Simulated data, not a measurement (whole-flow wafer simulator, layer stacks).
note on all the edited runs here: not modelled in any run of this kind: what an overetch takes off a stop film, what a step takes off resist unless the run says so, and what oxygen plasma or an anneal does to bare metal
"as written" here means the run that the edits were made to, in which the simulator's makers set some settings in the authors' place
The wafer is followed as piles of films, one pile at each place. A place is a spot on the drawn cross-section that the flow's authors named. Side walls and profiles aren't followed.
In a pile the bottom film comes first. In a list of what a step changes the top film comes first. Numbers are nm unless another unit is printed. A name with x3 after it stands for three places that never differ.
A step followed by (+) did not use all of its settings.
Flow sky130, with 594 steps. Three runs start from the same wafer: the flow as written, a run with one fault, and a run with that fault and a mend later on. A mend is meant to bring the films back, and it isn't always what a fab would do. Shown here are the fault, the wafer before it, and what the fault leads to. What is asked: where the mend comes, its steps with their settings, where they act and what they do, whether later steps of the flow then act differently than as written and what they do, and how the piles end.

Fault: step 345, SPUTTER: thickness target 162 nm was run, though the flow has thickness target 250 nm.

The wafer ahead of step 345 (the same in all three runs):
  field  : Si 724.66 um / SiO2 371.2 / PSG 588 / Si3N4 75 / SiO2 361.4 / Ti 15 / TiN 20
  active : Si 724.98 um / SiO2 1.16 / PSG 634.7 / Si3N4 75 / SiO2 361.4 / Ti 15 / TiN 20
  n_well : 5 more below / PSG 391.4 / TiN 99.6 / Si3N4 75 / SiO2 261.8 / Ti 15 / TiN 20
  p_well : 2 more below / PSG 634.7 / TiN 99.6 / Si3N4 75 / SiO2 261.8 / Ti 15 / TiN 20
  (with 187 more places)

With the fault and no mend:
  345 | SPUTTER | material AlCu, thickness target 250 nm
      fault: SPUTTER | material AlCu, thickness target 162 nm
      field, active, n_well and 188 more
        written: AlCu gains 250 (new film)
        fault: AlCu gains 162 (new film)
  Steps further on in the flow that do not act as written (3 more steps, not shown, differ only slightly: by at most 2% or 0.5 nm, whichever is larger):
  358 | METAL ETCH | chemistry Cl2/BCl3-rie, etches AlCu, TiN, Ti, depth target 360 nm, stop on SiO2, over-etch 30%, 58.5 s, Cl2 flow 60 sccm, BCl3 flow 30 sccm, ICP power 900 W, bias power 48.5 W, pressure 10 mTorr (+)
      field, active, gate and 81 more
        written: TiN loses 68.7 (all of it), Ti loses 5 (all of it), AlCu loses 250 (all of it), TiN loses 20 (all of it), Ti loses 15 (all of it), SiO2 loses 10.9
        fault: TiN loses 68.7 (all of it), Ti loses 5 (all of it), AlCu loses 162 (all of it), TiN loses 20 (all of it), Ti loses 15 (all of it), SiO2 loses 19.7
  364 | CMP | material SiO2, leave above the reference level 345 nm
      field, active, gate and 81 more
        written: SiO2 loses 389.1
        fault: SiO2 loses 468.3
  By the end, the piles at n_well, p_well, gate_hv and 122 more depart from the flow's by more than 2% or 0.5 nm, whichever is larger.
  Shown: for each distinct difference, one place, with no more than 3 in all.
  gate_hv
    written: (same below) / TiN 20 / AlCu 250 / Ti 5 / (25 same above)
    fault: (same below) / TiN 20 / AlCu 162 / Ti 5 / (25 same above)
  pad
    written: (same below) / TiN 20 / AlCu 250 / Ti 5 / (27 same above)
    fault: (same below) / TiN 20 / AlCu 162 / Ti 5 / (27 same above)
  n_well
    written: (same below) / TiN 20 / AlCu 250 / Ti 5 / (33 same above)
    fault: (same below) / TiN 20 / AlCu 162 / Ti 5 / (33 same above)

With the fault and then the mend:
  The mend follows step 345.
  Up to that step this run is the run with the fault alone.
  345a | SPUTTER | material AlCu, thickness target 88 nm (a further turn of the flow's step 345, with different settings)
      field, active, n_well and 188 more
        AlCu gains 88
  Every later step of the flow that is run acts as written at every place that is followed.
  By the end, the piles equal the flow's at every place that both follow.
